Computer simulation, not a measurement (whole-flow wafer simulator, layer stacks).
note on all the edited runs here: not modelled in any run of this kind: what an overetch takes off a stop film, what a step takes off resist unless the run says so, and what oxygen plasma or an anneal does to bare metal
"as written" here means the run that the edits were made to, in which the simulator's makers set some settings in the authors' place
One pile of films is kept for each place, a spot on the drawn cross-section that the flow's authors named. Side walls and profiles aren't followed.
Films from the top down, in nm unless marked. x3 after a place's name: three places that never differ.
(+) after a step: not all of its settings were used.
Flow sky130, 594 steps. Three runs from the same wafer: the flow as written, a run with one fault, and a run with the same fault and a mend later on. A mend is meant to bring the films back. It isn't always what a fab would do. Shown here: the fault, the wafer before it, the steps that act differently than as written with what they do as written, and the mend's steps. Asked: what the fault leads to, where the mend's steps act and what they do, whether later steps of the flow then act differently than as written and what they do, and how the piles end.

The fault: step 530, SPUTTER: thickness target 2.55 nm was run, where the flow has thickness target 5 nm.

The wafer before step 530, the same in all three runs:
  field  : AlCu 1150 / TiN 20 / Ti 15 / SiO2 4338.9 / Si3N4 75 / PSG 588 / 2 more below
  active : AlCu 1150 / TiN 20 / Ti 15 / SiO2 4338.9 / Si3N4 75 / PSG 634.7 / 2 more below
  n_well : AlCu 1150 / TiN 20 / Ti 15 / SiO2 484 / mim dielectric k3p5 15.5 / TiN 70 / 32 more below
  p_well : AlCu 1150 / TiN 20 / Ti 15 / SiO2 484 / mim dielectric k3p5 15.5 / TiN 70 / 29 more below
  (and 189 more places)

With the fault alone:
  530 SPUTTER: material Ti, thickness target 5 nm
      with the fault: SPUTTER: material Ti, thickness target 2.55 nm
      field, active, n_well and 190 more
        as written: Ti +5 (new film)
        with the fault: Ti +2.55 (new film)
  Later steps of the flow that act differently than as written (21 more steps differ only slightly, by at most 2% or 0.5 nm, whichever is larger, and aren't shown):
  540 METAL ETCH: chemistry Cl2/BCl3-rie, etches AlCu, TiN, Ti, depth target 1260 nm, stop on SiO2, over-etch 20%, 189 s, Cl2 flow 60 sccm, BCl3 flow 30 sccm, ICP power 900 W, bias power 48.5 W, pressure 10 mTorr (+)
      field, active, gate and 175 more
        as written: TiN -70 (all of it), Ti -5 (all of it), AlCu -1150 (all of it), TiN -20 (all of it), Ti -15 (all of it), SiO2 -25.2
        with the fault: TiN -70 (all of it), Ti -2.55 (all of it), AlCu -1150 (all of it), TiN -20 (all of it), Ti -15 (all of it), SiO2 -25.4
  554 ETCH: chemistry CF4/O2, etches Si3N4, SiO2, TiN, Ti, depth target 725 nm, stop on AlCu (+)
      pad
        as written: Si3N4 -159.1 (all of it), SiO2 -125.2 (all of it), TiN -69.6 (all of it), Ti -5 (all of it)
        with the fault: Si3N4 -159.1 (all of it), SiO2 -125.2 (all of it), TiN -69.6 (all of it), Ti -2.55 (all of it)
  At the end the piles differ from the flow's by more than 2% or 0.5 nm, whichever is larger, at n_well, p_well, sd_n and 11 more.
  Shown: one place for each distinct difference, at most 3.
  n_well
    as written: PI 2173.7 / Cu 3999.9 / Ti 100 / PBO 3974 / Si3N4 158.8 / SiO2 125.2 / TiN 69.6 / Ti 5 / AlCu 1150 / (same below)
    with the fault: PI 2174 / Cu 3999.9 / Ti 100 / PBO 3975.8 / Si3N4 158.8 / SiO2 125.2 / TiN 69.6 / Ti 2.55 / AlCu 1150 / (same below)
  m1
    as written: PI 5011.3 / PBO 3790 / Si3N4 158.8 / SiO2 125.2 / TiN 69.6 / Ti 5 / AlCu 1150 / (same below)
    with the fault: PI 5011.4 / PBO 3792 / Si3N4 158.8 / SiO2 125.2 / TiN 69.6 / Ti 2.55 / AlCu 1150 / (same below)
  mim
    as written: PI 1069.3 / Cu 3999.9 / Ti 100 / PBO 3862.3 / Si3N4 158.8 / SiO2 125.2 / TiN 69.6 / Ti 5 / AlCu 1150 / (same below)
    with the fault: PI 1069.5 / Cu 3999.9 / Ti 100 / PBO 3864.2 / Si3N4 158.8 / SiO2 125.2 / TiN 69.6 / Ti 2.55 / AlCu 1150 / (same below)

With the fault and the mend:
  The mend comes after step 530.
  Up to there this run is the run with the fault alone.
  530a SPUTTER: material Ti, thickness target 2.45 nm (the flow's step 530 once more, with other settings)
      field, active, n_well and 190 more
        Ti +2.45
  No later step of the flow acts differently than as written at any place that is followed.
  At the end the piles are the same as the flow's at every place that both follow.
